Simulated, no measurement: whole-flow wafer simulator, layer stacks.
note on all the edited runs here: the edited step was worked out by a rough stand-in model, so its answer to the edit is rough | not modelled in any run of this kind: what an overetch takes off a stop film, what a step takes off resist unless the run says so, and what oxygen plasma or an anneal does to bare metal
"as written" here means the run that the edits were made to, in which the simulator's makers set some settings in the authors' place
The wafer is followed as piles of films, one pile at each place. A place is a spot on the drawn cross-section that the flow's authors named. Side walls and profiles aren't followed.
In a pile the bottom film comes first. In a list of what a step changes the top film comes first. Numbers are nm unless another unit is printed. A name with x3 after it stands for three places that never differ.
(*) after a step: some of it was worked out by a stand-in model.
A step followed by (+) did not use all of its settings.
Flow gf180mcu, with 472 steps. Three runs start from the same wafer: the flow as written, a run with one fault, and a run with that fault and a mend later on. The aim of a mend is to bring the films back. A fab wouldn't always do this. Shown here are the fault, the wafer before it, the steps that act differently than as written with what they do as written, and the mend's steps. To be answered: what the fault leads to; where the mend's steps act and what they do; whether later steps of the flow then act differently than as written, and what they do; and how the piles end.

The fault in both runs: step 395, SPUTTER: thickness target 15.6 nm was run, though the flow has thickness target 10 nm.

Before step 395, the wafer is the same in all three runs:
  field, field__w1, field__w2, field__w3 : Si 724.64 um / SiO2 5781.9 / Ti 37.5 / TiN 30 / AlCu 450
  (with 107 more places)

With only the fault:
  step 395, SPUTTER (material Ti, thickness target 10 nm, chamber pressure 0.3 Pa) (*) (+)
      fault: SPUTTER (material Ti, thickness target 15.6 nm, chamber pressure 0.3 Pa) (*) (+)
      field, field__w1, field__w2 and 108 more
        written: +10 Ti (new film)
        fault: +15.6 Ti (new film)
  Later steps of the flow acting differently than as written (1 other step is not shown; it differs only slightly, by no more than 2% or 0.5 nm, whichever is larger):
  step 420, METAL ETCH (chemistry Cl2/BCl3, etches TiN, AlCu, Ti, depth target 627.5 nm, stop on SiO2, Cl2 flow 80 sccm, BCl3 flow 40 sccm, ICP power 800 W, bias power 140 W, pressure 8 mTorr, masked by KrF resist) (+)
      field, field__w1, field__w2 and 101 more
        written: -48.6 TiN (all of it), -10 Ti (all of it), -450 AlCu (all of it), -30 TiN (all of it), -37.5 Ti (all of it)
        fault: -48.6 TiN (all of it), -15.6 Ti (all of it), -450 AlCu (all of it), -30 TiN (all of it), -37.5 Ti (all of it)
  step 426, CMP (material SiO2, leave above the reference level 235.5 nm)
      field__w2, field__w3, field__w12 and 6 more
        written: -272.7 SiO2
        fault: -266.8 SiO2
  The piles end different from the flow's at field__w4, field__w8, contact, m1, m1__w1, mim, mim_1p0, m1_nw by more than 2% or 0.5 nm, whichever is larger.
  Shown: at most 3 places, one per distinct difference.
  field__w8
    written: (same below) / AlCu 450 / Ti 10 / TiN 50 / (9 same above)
    fault: (same below) / AlCu 450 / Ti 15.6 / TiN 50 / (9 same above)
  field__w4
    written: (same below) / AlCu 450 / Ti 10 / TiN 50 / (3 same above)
    fault: (same below) / AlCu 450 / Ti 15.6 / TiN 50 / (3 same above)
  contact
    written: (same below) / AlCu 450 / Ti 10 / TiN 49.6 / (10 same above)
    fault: (same below) / AlCu 450 / Ti 15.6 / TiN 49.6 / (10 same above)

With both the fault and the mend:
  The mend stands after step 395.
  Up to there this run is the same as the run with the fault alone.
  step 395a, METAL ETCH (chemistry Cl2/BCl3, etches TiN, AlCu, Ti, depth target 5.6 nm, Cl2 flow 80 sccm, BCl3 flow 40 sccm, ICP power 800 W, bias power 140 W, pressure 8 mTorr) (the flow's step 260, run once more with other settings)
      field, field__w1, field__w2 and 108 more
        -5.6 Ti
  Later steps of the flow that are run all act as written at every place that is followed.
  At every place that both follow, the piles at the end match the flow's.
